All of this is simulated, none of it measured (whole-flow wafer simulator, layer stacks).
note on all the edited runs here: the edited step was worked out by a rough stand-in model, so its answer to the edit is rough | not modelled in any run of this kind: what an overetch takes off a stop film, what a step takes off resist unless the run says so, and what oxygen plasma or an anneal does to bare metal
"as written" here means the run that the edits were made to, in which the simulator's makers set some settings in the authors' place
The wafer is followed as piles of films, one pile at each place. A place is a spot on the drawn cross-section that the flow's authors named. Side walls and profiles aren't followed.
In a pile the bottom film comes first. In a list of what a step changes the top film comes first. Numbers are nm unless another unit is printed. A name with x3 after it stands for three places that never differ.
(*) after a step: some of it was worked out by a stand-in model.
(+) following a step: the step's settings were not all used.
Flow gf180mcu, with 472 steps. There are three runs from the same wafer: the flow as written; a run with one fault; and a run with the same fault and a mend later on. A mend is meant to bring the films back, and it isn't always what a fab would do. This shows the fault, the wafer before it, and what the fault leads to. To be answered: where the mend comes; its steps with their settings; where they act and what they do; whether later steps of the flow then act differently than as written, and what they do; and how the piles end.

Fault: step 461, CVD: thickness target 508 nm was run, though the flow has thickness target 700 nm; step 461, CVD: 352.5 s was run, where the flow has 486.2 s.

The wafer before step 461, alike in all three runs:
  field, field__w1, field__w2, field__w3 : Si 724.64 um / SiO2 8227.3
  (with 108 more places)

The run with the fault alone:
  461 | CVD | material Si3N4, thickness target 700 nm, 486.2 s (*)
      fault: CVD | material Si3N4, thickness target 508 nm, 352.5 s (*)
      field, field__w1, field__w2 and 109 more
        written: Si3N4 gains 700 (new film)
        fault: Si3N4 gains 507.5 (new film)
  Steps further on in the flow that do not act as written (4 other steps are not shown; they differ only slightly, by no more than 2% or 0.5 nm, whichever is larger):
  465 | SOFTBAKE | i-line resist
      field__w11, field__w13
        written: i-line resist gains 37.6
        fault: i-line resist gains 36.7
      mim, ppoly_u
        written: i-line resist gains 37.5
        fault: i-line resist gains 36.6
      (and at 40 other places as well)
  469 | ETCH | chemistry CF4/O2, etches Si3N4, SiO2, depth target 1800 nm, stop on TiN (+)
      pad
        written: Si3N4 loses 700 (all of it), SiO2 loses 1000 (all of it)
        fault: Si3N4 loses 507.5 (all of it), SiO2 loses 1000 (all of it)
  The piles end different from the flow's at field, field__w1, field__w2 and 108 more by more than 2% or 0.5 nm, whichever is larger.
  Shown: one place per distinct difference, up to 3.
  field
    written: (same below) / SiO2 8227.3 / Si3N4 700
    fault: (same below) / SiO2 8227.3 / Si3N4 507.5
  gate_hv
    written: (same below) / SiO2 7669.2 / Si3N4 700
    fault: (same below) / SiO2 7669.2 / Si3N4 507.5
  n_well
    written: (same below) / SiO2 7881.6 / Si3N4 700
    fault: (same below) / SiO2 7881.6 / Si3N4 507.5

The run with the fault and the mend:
  The mend follows step 468.
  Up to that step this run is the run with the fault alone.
  468a | STRIP | chemistry O2/N2, power 2160 W, pressure 1700 mTorr (*)
      iso_ptap_pw, iso_ntap_nw, iso_nw_fld and 33 more
        i-line resist loses 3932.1 (all of it)
      p_well, sti, spacer, sd_n, mim_1p0, dice_street
        i-line resist loses 3938.1 (all of it)
      field__w2, field__w3, field__w6
        i-line resist loses 3985.3 (all of it)
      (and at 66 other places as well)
  468b | CVD | material Si3N4, thickness target 192 nm, 133.4 s (*) (the flow's step 461, run once more with other settings)
      field, field__w1, field__w2 and 109 more
        Si3N4 gains 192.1
  468c | HMDS | 120 C, 60 s (the flow's step 463, run once more)
      does not change any film at any place that is followed
  468d | COAT | i-line resist, thickness 4000 nm (*) (the flow's step 464, run once more)
      iso_ptap_pw, iso_ntap_nw, iso_nw_fld and 33 more
        i-line resist gains 4000 (new film)
      field__w5, field__w9, field__w11, field__w13, gate_p_hv, nplus_u
        i-line resist gains 4017 (new film)
      p_well, sti, spacer, sd_n, mim_1p0, dice_street
        i-line resist gains 4006.3 (new film)
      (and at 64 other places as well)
  468e | SOFTBAKE | i-line resist (the flow's step 465, run once more)
      field__w11, field__w13, mim, ppoly_u
        i-line resist gains 37.5
      ld_fp_p, ld_drift_p, ld_drn_p
        i-line resist gains 33.8
      field__w2, field_sub__w3
        i-line resist gains 33.3
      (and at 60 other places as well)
  468f | EXPOSE | photomask Pad (the flow's step 466, run once more)
      does not change any film at any place that is followed
  468g | PEB | i-line resist, 115 C, 93.9 s (the flow's step 467, run once more)
      iso_ptap_pw, iso_ntap_nw, iso_nw_fld and 33 more
        i-line resist loses 67.9
      field, field__w2, field__w3 and 25 more
        i-line resist loses 68.8
      field_sub, field_sub__w1, field_sub__w2 and 23 more
        i-line resist loses 68.7
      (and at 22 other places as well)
  468h | DEVELOP | thickness 4000 nm (*) (the flow's step 468, run once more)
      field__w7, field__w9, field_sub__w1 and 13 more
        i-line resist loses 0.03
      pad
        i-line resist loses 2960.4 (all of it)
  None of the later steps of the flow differs from how it acts as written, at any place that is followed, by more than 2% or 0.5 nm, whichever is larger.
  The piles end only slightly different from the flow's at the places that both follow, by no more than 2% or 0.5 nm, whichever is larger.
